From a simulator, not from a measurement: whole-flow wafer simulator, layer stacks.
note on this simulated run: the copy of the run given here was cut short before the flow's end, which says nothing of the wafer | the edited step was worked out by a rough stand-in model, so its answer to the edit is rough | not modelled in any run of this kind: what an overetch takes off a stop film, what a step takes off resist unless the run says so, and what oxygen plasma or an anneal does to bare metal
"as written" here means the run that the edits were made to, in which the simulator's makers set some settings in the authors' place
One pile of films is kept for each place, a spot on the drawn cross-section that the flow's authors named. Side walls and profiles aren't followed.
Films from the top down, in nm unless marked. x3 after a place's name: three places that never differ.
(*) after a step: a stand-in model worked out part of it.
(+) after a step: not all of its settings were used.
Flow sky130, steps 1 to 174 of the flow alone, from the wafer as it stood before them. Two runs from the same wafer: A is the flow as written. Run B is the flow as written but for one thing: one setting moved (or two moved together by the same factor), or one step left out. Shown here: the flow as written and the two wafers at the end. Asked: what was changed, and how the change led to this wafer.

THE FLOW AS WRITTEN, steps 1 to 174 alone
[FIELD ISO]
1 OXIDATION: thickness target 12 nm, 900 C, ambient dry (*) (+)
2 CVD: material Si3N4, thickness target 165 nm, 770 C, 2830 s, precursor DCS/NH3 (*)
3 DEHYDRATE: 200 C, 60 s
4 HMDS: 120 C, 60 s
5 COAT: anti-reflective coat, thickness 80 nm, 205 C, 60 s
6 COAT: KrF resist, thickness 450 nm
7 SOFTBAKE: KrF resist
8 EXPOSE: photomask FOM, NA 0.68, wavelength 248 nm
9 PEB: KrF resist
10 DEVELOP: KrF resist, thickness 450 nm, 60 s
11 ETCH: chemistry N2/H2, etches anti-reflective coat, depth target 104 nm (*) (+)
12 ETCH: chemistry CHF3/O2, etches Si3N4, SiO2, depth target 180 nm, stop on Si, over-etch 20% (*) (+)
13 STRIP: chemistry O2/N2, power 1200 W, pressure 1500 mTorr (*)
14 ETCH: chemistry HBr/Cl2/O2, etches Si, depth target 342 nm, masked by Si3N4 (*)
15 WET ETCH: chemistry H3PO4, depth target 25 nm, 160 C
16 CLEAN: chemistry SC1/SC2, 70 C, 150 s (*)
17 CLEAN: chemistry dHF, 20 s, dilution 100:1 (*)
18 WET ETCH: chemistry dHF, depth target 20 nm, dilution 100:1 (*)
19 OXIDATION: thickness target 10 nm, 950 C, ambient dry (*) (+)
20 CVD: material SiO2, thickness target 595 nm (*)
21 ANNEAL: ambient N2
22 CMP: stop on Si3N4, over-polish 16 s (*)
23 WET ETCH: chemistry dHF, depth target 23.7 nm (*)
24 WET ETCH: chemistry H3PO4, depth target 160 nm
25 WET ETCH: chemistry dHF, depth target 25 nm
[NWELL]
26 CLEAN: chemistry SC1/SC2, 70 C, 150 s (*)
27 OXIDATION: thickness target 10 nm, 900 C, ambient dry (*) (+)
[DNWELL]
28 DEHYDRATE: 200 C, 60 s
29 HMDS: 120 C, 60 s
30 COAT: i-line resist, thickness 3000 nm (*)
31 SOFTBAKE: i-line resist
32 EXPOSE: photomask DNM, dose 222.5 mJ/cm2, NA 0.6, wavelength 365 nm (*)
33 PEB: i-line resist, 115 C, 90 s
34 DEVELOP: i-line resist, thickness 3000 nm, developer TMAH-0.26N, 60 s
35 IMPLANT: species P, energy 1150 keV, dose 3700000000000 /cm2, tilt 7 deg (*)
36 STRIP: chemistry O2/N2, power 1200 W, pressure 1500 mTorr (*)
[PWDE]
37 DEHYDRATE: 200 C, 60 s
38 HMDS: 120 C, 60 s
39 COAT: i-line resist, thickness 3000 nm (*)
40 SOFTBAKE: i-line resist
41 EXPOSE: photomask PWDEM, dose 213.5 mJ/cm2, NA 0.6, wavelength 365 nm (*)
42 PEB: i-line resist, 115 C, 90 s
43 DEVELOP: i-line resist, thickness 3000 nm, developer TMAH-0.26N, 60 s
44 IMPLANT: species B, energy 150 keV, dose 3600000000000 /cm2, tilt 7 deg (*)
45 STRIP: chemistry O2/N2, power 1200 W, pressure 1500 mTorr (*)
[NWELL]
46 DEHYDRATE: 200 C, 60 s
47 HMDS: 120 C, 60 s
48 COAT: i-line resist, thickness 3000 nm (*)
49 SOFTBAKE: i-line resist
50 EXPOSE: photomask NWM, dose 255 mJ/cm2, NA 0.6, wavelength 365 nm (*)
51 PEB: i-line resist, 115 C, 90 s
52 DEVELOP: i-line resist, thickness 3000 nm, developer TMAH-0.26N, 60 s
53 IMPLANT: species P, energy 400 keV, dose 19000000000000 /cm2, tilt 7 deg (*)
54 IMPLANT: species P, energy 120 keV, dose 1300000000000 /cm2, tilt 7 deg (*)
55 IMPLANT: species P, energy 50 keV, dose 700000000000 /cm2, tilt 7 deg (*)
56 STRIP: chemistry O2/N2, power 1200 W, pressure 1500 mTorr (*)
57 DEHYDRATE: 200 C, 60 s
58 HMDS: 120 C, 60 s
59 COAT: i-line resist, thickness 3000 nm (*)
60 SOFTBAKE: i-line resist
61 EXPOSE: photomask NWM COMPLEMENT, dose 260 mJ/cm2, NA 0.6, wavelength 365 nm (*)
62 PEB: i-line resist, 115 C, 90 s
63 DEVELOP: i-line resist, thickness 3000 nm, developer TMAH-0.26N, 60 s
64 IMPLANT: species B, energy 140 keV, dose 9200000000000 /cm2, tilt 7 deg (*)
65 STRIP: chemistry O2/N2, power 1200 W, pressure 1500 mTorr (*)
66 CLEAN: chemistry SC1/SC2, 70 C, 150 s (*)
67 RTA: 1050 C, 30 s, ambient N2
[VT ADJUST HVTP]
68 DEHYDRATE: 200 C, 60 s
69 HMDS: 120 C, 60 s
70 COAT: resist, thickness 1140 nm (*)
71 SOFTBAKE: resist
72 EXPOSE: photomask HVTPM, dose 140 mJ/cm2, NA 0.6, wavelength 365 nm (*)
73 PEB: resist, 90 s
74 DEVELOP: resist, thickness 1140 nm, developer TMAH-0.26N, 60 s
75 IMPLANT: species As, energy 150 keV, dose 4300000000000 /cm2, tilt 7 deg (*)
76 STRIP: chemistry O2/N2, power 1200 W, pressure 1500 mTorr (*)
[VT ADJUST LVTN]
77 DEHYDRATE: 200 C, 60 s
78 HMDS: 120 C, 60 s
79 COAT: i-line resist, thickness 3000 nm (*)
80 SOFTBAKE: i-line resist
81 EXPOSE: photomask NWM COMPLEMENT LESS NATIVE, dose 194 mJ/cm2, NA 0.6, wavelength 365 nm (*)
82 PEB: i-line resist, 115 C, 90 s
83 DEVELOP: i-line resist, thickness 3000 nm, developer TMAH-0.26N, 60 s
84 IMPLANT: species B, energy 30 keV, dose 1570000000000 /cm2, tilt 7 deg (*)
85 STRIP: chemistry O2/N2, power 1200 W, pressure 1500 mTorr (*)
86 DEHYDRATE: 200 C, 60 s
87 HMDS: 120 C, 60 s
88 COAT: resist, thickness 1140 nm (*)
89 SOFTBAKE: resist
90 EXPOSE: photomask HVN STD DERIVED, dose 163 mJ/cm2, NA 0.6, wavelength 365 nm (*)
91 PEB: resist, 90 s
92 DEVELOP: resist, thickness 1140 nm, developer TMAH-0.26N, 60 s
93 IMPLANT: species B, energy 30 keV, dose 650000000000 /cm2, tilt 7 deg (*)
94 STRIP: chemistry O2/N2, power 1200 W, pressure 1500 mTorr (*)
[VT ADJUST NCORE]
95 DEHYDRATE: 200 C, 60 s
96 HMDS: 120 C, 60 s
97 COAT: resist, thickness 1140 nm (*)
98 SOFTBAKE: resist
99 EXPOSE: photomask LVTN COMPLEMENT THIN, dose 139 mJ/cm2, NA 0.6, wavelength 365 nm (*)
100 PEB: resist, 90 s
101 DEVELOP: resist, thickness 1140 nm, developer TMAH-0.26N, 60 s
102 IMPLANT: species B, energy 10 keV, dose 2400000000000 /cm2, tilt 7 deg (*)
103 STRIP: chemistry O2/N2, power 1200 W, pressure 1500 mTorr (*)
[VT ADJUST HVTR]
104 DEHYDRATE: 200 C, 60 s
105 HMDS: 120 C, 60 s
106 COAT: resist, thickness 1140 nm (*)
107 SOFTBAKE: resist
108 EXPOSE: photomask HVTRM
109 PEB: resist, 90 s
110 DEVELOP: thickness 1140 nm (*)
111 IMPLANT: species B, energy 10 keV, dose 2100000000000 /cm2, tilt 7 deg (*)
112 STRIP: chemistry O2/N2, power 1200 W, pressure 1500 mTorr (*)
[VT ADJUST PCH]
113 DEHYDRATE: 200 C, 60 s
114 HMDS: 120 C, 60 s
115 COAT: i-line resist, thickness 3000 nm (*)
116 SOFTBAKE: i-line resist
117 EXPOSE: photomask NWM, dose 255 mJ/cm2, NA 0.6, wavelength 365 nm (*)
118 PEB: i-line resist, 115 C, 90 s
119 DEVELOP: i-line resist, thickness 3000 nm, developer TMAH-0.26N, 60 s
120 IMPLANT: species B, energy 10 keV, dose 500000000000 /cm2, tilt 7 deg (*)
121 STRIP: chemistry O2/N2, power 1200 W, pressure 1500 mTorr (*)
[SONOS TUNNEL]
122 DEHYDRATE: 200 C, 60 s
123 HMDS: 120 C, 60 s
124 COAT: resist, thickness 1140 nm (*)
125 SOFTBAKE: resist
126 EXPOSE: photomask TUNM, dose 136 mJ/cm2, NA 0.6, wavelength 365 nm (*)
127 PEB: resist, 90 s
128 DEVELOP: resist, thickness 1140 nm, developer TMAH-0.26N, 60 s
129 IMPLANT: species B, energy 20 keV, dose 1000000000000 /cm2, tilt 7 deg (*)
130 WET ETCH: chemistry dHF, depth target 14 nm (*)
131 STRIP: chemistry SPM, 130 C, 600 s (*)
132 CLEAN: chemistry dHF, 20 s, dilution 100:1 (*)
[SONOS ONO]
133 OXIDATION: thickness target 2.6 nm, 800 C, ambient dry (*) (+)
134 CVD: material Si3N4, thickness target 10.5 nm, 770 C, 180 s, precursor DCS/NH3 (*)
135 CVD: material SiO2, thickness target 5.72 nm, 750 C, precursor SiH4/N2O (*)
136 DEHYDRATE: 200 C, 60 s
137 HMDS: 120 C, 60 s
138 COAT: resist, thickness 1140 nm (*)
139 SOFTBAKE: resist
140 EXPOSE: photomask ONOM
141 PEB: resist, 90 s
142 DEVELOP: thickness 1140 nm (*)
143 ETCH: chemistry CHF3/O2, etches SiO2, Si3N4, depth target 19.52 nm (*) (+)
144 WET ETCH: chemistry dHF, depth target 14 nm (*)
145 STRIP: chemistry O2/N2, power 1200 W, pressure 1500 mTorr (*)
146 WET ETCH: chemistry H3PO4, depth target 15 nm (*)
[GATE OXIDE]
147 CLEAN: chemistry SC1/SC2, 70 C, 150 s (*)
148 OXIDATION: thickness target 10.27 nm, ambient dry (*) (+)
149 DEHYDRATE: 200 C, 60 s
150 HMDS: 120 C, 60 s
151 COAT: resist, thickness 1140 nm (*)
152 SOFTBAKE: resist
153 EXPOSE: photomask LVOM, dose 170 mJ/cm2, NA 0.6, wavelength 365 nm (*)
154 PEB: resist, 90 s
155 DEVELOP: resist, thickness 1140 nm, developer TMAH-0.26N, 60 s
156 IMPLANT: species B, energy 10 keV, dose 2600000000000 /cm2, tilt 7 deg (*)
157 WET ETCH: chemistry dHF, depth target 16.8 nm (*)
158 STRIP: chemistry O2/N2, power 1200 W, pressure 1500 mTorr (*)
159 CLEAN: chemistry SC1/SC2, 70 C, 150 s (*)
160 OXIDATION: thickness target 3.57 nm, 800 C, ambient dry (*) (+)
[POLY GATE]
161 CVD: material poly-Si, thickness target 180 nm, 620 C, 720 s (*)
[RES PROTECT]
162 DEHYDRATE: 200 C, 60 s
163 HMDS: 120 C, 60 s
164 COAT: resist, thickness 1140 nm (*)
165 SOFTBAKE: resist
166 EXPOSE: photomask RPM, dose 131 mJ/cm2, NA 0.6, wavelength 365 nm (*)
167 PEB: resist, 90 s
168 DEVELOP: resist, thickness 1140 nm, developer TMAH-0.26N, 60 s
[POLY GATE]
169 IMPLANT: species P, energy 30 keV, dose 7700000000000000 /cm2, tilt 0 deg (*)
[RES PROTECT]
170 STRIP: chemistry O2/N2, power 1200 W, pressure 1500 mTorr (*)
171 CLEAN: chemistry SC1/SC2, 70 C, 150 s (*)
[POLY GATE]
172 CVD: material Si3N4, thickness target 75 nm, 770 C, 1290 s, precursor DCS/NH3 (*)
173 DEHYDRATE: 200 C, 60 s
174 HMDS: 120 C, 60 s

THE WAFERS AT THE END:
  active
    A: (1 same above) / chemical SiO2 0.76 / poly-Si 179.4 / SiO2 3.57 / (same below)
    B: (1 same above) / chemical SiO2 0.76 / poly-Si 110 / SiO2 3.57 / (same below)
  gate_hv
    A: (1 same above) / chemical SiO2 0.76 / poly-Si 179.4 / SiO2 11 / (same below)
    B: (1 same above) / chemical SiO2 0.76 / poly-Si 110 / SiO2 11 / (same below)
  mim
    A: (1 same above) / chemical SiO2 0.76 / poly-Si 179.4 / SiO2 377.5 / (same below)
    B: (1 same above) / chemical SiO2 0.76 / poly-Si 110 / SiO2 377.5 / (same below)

The cause: step 161, CVD: 597 C was run, where the flow has 620 C.

How the change led to this, step by step:
  161 CVD: material poly-Si, thickness target 180 nm, 620 C, 720 s (*)
      field, active, n_well and 186 more: A poly-Si +180 (new film) | B poly-Si +110.6 (new film)
      ndiff_dn: A poly-Si +215.7 (new film) | B poly-Si +135.5 (new film)
